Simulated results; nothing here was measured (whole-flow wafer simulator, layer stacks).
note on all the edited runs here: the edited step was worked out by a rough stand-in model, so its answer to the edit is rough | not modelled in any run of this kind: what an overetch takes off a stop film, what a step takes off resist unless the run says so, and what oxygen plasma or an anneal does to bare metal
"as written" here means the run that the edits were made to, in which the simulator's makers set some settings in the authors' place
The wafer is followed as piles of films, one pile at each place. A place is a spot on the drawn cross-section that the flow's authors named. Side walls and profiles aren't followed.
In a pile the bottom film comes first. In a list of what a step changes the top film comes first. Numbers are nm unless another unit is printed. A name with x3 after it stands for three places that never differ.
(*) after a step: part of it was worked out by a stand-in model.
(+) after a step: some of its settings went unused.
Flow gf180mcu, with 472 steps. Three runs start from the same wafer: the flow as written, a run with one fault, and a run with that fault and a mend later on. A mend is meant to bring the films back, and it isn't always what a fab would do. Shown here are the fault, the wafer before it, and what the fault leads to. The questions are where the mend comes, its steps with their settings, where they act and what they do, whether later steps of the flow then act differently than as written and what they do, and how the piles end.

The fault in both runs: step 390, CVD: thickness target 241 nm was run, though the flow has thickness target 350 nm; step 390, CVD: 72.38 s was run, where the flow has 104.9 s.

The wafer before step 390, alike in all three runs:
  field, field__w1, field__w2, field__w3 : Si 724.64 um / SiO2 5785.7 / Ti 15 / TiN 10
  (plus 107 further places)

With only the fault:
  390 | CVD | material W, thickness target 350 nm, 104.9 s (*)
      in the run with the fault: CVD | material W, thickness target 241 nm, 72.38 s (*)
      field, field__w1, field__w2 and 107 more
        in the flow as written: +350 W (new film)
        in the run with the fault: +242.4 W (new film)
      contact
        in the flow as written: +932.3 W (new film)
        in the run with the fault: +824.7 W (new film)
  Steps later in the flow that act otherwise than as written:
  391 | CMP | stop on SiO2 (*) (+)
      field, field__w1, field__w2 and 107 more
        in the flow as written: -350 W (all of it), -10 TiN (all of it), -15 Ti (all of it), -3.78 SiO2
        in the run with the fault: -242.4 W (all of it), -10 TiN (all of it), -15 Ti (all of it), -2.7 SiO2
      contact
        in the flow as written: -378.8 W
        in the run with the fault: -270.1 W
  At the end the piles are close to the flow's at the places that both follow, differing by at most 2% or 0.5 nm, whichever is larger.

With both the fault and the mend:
  After step 390 comes the mend.
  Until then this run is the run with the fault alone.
  390a | CVD | material W, thickness target 109 nm, 32.67 s (the flow's step 390, run once more with other settings)
      field, field__w1, field__w2 and 108 more
        +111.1 W
  Every later step of the flow that is run acts as written, at every place that is followed, to within 2% or 0.5 nm, whichever is larger.
  At the end the piles are close to the flow's at the places that both follow, differing by at most 2% or 0.5 nm, whichever is larger.
